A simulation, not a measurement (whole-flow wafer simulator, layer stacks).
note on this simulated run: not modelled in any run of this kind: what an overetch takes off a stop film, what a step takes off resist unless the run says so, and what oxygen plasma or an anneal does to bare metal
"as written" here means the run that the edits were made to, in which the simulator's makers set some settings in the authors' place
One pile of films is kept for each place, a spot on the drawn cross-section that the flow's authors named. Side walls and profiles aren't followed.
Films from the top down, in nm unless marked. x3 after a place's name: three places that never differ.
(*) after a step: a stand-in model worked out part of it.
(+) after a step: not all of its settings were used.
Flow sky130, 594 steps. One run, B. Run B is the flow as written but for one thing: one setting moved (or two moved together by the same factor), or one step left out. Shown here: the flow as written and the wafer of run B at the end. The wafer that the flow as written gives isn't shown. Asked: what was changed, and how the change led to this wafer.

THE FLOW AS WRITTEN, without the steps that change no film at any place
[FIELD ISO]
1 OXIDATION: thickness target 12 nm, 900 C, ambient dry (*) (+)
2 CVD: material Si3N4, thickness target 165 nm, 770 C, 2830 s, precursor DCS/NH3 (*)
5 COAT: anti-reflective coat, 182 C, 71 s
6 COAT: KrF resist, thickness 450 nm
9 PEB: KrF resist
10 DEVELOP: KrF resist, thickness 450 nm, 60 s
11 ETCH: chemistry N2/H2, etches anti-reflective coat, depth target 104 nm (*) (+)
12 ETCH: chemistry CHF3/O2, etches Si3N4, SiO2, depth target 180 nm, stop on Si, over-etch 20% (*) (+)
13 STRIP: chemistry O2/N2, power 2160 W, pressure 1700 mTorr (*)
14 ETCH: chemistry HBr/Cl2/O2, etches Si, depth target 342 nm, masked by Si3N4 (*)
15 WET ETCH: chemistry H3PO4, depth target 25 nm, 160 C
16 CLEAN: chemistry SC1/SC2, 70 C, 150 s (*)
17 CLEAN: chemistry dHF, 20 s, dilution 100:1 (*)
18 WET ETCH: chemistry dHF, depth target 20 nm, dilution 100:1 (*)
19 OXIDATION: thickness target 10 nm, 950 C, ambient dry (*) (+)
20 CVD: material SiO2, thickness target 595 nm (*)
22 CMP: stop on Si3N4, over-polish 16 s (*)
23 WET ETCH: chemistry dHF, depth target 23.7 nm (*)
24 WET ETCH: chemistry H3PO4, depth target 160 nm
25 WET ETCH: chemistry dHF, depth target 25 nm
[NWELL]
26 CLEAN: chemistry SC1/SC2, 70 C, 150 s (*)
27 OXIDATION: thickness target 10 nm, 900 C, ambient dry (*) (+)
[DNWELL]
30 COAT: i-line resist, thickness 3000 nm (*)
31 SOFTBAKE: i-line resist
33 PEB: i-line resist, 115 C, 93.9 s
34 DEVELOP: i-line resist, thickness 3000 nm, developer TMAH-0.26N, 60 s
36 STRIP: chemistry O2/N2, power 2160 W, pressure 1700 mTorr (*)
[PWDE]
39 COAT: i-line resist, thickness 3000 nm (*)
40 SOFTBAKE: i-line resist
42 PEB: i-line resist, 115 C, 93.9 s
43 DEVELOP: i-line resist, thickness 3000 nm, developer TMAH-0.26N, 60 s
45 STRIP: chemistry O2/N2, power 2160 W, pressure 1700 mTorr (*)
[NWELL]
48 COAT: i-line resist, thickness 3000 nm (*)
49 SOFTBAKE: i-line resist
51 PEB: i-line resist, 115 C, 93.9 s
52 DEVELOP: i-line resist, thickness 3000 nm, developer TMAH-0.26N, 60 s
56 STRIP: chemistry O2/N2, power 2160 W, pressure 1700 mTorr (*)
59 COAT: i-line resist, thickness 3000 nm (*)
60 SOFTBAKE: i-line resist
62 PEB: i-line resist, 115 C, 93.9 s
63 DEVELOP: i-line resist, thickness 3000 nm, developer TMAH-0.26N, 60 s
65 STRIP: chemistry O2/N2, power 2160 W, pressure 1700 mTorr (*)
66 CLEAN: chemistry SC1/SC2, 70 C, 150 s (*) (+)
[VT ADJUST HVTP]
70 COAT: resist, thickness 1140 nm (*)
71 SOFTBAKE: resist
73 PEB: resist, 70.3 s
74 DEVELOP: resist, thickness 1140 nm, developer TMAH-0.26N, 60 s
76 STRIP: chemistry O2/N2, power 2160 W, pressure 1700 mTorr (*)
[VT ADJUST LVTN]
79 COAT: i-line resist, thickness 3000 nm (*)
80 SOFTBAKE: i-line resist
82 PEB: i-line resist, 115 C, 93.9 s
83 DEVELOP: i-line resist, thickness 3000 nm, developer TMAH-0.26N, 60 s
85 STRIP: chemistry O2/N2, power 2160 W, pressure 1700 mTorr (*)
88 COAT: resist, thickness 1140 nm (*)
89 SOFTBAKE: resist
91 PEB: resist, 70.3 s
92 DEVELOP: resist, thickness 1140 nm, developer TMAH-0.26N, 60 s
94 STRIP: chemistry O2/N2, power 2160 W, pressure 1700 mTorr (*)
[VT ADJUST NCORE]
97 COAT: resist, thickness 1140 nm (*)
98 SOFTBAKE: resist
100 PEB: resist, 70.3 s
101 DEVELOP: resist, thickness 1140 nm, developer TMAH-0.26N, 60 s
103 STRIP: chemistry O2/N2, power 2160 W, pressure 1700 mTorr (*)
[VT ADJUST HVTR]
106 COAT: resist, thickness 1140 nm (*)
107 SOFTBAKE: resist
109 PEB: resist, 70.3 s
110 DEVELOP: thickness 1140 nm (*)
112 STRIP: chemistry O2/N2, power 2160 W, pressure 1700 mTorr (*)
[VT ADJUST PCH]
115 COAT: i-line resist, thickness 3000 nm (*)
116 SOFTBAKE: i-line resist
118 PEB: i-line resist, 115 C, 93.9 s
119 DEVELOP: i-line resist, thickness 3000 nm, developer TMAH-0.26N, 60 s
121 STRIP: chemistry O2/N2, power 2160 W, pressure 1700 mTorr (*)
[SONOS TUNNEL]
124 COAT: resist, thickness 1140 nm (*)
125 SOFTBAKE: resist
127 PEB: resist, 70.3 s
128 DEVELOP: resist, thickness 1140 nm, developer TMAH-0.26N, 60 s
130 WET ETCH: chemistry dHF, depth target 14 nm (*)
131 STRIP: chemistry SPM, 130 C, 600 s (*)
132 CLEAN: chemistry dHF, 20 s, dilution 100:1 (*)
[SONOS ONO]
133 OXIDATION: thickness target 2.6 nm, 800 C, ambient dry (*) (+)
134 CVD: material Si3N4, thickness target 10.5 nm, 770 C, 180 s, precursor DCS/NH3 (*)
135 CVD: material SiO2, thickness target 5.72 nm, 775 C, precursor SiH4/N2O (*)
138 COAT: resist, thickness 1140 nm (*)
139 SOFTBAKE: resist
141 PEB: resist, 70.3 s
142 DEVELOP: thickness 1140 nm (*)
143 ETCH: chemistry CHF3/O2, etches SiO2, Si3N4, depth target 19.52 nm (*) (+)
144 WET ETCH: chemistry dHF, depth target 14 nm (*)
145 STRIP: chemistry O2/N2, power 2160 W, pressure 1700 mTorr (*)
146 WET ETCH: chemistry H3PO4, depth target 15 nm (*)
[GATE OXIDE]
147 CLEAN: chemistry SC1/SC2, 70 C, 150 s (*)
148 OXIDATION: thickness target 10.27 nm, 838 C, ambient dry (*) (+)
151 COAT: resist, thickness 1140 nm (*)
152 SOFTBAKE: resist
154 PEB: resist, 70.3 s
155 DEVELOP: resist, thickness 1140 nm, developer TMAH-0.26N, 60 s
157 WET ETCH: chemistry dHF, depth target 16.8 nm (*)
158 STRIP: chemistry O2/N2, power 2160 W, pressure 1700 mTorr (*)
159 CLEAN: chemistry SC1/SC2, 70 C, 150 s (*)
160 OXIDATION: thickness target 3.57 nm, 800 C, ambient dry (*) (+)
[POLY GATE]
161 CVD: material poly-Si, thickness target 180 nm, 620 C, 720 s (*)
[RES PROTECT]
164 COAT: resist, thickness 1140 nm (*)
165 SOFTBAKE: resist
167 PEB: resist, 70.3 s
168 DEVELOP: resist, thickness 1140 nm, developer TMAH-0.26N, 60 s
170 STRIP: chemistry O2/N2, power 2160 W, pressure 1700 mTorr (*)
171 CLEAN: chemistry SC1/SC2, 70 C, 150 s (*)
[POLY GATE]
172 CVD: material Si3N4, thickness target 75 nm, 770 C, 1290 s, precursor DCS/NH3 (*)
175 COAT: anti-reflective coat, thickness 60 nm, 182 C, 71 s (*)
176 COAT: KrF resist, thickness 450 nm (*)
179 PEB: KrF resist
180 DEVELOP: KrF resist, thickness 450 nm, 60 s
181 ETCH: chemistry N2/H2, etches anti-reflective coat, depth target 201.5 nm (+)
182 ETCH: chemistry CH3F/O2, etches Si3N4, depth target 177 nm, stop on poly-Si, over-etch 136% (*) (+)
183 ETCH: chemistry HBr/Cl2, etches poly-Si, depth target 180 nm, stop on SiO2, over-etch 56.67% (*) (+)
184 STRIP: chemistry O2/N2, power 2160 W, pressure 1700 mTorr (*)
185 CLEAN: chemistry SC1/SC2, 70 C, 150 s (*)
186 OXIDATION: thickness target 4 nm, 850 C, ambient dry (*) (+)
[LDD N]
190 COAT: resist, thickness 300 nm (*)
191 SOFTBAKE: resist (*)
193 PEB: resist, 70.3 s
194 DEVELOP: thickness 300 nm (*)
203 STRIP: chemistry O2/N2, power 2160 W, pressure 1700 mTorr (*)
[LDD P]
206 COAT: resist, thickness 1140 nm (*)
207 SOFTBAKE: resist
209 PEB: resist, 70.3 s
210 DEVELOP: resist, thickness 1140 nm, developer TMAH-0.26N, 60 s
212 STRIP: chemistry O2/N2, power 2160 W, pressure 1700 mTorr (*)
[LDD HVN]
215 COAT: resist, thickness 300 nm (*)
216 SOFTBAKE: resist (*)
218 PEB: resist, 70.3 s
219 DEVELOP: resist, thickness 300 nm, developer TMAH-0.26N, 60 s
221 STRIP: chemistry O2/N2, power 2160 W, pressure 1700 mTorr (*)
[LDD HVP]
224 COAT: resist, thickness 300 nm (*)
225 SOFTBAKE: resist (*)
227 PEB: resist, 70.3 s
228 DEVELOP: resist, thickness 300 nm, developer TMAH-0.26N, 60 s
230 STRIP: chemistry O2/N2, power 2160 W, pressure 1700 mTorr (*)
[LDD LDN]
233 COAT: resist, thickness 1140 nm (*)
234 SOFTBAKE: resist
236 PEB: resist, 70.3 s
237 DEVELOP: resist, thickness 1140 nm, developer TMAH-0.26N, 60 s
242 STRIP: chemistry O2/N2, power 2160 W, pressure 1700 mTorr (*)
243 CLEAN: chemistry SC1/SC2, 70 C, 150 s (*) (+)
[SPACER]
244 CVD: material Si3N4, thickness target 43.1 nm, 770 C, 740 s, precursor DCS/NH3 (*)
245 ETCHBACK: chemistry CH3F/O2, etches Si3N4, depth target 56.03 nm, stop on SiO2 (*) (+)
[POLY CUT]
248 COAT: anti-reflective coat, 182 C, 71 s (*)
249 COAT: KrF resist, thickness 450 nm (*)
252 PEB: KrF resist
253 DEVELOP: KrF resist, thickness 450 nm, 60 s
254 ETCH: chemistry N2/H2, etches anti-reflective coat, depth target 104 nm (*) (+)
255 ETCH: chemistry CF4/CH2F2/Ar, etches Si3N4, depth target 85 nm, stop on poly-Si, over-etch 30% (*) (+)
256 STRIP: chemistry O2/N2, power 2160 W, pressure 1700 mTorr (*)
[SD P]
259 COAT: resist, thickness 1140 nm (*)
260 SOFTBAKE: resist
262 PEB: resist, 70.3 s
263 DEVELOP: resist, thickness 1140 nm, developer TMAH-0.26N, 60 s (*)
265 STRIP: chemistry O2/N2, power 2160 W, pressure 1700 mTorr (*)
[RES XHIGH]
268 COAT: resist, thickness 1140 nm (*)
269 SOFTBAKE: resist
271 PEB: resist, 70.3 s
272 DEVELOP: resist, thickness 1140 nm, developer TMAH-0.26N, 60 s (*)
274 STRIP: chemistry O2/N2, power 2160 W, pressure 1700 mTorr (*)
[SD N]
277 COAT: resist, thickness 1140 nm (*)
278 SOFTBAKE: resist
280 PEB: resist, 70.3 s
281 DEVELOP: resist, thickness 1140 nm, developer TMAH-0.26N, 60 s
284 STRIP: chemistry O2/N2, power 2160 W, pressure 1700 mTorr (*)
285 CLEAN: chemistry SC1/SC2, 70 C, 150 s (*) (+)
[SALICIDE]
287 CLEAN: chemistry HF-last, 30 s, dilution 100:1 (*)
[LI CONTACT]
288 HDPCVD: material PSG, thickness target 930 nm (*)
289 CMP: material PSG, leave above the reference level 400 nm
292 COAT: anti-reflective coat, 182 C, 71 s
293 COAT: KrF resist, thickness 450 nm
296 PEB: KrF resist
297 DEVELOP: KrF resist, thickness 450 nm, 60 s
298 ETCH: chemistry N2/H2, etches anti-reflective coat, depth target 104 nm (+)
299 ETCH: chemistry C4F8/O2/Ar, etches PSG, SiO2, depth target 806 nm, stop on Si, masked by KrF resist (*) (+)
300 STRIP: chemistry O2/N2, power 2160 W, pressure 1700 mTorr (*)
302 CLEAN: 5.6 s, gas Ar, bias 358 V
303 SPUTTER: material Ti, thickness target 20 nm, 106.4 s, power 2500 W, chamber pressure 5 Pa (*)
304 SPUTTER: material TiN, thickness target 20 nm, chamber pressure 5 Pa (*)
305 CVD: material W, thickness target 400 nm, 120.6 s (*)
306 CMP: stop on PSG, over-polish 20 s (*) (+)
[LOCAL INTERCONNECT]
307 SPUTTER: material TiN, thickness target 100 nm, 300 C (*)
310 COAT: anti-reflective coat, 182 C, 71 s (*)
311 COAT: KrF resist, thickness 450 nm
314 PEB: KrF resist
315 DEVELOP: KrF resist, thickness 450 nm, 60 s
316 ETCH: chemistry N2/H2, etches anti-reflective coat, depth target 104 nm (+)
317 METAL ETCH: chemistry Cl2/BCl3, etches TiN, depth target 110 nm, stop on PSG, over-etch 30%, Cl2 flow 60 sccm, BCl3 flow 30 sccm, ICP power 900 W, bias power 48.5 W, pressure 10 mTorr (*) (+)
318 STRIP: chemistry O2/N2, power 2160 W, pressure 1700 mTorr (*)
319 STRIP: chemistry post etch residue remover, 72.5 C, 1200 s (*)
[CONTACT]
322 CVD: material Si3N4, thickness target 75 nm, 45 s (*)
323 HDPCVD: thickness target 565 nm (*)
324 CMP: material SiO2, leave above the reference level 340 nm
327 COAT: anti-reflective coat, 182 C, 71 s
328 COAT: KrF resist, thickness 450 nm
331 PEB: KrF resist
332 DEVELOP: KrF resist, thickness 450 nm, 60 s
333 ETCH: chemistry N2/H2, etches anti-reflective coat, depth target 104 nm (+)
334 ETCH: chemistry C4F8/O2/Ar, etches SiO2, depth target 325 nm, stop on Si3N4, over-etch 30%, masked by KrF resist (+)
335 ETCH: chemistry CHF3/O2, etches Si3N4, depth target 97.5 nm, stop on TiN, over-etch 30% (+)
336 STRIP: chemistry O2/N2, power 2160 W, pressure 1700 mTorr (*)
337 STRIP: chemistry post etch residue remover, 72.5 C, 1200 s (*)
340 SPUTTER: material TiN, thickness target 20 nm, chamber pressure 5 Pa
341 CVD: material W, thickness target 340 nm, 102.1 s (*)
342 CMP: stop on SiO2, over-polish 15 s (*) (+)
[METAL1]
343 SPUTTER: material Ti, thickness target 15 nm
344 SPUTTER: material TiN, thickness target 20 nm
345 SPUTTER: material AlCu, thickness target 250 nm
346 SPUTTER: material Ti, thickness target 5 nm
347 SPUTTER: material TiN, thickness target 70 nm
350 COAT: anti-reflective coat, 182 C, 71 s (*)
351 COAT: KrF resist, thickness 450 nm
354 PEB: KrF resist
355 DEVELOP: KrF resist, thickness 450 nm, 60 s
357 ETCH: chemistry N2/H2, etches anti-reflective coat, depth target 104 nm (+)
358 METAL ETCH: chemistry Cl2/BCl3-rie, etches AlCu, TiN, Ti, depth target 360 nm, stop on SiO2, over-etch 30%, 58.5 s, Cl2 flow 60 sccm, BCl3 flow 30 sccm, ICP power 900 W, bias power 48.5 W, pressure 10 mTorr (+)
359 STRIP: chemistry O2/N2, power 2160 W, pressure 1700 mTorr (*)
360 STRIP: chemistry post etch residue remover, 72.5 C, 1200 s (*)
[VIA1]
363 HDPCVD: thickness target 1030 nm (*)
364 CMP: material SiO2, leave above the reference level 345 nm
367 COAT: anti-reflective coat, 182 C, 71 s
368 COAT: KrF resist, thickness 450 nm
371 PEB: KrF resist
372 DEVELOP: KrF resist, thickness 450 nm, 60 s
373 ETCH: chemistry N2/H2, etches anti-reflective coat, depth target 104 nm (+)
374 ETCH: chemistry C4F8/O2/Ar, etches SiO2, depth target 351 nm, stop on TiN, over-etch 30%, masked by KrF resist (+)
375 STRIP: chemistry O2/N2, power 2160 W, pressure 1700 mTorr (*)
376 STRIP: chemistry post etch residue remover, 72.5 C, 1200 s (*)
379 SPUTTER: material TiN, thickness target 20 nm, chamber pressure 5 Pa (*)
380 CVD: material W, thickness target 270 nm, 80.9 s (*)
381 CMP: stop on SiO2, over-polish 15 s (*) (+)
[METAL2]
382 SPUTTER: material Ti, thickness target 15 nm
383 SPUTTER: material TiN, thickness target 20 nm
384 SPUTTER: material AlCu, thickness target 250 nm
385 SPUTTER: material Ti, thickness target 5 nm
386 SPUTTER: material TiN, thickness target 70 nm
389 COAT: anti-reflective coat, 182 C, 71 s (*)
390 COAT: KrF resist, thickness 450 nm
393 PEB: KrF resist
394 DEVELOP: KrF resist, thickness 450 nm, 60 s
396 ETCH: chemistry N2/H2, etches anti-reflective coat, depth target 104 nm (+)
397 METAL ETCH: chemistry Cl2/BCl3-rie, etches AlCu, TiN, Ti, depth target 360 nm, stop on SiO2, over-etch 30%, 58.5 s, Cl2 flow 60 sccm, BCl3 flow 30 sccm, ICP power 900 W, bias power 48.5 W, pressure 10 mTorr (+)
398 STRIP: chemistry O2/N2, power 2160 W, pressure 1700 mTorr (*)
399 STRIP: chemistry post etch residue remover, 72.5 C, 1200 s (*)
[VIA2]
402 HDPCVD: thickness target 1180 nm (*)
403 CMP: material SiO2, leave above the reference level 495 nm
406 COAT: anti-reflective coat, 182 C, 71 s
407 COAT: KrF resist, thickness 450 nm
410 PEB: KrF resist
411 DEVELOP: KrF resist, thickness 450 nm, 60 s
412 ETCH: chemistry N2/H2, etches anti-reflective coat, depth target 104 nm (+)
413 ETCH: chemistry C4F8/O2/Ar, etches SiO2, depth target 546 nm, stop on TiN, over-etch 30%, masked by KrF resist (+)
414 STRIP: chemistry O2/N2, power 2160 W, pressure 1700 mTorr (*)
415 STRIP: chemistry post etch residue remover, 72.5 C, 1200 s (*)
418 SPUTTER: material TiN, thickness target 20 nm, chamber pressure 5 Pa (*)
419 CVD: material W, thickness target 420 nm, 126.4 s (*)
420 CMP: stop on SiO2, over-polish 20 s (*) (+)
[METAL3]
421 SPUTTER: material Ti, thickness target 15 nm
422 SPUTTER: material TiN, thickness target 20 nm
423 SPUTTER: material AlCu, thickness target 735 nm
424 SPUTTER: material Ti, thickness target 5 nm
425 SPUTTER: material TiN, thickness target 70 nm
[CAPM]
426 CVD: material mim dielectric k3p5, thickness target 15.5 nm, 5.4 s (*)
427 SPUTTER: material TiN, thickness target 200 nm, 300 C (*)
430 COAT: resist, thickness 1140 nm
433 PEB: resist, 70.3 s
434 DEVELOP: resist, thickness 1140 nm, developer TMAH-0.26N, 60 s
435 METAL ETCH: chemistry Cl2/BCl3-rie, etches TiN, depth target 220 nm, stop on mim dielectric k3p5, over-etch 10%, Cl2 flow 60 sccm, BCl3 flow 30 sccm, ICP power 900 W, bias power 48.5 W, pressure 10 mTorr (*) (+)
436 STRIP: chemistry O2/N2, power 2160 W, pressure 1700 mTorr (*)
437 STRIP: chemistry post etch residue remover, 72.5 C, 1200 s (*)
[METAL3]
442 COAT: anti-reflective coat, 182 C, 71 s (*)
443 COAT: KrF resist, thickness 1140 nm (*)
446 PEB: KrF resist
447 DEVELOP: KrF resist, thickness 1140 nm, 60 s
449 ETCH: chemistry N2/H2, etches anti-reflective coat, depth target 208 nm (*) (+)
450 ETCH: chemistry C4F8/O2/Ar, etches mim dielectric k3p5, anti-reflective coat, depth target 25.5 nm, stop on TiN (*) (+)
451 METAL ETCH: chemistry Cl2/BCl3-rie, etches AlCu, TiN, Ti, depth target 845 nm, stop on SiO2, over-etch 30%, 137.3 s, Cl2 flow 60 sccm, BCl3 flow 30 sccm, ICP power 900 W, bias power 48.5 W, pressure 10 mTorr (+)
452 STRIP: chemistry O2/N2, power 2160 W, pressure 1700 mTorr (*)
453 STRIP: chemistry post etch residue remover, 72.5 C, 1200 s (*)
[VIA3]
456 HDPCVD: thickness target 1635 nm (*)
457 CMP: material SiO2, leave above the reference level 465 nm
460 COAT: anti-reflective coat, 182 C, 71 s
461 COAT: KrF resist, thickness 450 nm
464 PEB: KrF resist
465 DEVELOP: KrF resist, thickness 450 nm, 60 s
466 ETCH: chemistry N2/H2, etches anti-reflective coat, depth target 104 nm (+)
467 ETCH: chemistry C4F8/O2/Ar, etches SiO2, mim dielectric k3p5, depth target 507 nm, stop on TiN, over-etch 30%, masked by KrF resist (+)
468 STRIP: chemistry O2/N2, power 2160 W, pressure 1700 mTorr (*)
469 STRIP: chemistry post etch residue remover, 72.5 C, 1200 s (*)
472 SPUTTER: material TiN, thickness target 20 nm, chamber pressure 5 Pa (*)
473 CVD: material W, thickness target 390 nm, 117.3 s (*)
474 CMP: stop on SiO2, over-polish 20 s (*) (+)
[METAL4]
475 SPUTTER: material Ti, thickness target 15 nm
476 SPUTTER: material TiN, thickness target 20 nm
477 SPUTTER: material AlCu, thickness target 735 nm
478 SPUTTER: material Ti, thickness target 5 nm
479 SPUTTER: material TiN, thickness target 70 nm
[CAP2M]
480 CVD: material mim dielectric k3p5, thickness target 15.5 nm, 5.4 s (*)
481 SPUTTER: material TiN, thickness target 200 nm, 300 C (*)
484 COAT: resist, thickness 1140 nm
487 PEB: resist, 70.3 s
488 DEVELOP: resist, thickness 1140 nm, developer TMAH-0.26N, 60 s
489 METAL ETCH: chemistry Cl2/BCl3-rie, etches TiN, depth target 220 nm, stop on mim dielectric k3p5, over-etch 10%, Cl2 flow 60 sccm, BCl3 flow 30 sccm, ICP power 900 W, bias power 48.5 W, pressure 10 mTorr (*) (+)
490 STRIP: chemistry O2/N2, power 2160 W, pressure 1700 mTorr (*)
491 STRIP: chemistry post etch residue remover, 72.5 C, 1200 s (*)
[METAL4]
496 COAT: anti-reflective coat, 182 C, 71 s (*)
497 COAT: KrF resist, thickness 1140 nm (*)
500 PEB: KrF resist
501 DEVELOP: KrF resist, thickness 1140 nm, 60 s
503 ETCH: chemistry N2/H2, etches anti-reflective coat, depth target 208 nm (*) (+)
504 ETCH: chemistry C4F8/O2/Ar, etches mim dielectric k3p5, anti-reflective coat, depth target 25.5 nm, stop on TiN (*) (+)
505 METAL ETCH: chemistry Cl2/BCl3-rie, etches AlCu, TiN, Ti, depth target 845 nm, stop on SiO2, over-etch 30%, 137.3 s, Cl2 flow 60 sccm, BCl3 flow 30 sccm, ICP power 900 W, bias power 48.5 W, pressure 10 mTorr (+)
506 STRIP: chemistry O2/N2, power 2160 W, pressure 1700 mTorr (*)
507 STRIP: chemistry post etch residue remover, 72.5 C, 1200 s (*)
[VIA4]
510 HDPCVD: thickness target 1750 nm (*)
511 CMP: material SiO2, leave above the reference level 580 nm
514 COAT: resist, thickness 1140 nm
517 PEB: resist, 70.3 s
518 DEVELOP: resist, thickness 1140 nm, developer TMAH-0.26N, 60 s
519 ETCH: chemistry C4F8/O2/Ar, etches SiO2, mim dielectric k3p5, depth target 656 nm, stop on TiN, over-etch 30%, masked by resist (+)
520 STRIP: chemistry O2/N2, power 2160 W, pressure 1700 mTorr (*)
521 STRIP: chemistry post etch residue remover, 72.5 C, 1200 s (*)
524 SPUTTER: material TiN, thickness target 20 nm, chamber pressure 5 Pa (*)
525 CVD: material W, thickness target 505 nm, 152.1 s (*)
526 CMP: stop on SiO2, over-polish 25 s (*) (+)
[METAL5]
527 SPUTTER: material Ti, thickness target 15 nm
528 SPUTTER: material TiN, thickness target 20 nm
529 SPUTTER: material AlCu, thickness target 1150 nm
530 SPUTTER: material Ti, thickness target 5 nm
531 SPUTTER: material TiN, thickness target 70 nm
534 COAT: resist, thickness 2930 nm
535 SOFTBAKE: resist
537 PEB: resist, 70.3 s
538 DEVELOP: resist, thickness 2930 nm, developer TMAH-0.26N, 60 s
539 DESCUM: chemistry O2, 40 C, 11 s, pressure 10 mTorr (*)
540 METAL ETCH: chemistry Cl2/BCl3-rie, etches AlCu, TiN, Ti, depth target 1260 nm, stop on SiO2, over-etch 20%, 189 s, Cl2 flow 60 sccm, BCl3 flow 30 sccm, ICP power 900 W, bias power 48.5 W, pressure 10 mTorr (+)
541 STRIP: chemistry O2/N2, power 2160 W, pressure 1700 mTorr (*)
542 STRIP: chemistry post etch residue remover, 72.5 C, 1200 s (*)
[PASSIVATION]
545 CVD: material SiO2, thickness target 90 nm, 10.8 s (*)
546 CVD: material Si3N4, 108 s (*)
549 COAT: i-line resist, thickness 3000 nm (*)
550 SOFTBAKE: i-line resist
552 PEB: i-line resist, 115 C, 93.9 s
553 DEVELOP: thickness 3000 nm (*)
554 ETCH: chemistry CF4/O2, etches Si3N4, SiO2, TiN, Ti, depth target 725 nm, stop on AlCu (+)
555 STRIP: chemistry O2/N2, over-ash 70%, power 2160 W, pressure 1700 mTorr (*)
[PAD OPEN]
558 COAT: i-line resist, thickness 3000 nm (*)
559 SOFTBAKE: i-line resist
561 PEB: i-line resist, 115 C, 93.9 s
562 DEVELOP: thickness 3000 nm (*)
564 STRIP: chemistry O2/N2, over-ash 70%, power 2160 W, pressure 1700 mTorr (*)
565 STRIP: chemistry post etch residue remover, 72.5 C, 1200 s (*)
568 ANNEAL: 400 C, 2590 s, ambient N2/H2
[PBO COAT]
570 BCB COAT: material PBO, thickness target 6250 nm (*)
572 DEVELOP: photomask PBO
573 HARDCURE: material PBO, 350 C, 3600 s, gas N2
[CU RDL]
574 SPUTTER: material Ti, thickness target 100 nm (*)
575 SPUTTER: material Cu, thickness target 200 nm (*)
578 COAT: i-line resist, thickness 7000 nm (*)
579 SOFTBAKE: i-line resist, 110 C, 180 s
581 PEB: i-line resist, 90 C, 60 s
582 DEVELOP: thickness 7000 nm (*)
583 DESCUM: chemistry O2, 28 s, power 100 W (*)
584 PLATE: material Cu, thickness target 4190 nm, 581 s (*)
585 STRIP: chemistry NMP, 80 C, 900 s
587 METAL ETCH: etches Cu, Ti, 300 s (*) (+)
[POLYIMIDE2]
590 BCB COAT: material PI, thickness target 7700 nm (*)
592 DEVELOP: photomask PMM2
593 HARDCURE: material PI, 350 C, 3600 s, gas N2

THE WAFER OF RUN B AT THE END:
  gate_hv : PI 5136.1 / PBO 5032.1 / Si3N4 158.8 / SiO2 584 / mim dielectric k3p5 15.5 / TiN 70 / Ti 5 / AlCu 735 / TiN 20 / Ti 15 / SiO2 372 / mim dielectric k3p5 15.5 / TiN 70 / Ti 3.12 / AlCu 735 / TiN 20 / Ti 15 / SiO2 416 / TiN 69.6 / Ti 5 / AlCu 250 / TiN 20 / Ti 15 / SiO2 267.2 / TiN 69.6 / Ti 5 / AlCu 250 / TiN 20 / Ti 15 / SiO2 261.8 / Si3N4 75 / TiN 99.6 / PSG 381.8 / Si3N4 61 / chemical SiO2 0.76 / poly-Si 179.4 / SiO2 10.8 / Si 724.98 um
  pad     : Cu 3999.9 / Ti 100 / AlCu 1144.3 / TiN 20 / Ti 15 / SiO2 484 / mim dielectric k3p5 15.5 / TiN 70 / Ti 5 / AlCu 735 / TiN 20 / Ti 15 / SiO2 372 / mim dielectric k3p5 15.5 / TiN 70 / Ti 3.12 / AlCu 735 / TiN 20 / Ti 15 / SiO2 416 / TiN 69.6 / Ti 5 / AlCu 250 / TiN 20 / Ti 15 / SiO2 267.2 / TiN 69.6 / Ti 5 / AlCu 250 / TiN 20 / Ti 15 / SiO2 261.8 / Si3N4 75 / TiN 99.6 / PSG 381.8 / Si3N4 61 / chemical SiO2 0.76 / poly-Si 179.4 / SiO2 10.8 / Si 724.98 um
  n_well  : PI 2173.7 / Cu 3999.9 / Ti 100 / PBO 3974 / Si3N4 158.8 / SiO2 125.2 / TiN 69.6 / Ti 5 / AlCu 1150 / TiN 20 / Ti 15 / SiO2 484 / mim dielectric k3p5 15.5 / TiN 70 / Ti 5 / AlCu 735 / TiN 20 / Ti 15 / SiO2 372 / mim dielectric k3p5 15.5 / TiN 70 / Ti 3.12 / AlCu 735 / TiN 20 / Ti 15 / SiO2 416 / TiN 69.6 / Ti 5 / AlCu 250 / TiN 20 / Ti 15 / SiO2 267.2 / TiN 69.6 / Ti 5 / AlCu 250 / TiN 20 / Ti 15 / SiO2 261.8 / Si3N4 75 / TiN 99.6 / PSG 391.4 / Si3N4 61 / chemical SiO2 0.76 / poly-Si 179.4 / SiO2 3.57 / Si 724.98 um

The cause: step 424, SPUTTER: thickness target 3.12 nm was run, where the flow has thickness target 5 nm.
It can be read off the wafer: gate_hv has Ti 3.12, and step 424 as written asks for 5 nm.

How the change led to this, step by step:
  424 SPUTTER: material Ti, thickness target 5 nm
      field, active, n_well and 188 more: Ti +3.12 (new film) (as written it would be: Ti +5 (new film))
  451 METAL ETCH: chemistry Cl2/BCl3-rie, etches AlCu, TiN, Ti, depth target 845 nm, stop on SiO2, over-etch 30%, 137.3 s, Cl2 flow 60 sccm, BCl3 flow 30 sccm, ICP power 900 W, bias power 48.5 W, pressure 10 mTorr (+)
      field, gate, spacer and 68 more: TiN -70 (all of it), Ti -3.12 (all of it), AlCu -735 (all of it), TiN -20 (all of it), Ti -15 (all of it), SiO2 -25.5 (as written it would be: TiN -70 (all of it), Ti -5 (all of it), AlCu -735 (all of it), TiN -20 (all of it), Ti -15 (all of it), SiO2 -25.4)
      active, vpp_ln, vpp_iso2 and 11 more: TiN -70 (all of it), Ti -3.12 (all of it), AlCu -735 (all of it), TiN -20 (all of it), Ti -15 (all of it), SiO2 -25.5 (as written it would be: TiN -70 (all of it), Ti -5 (all of it), AlCu -735 (all of it), TiN -20 (all of it), Ti -15 (all of it), SiO2 -25.3)
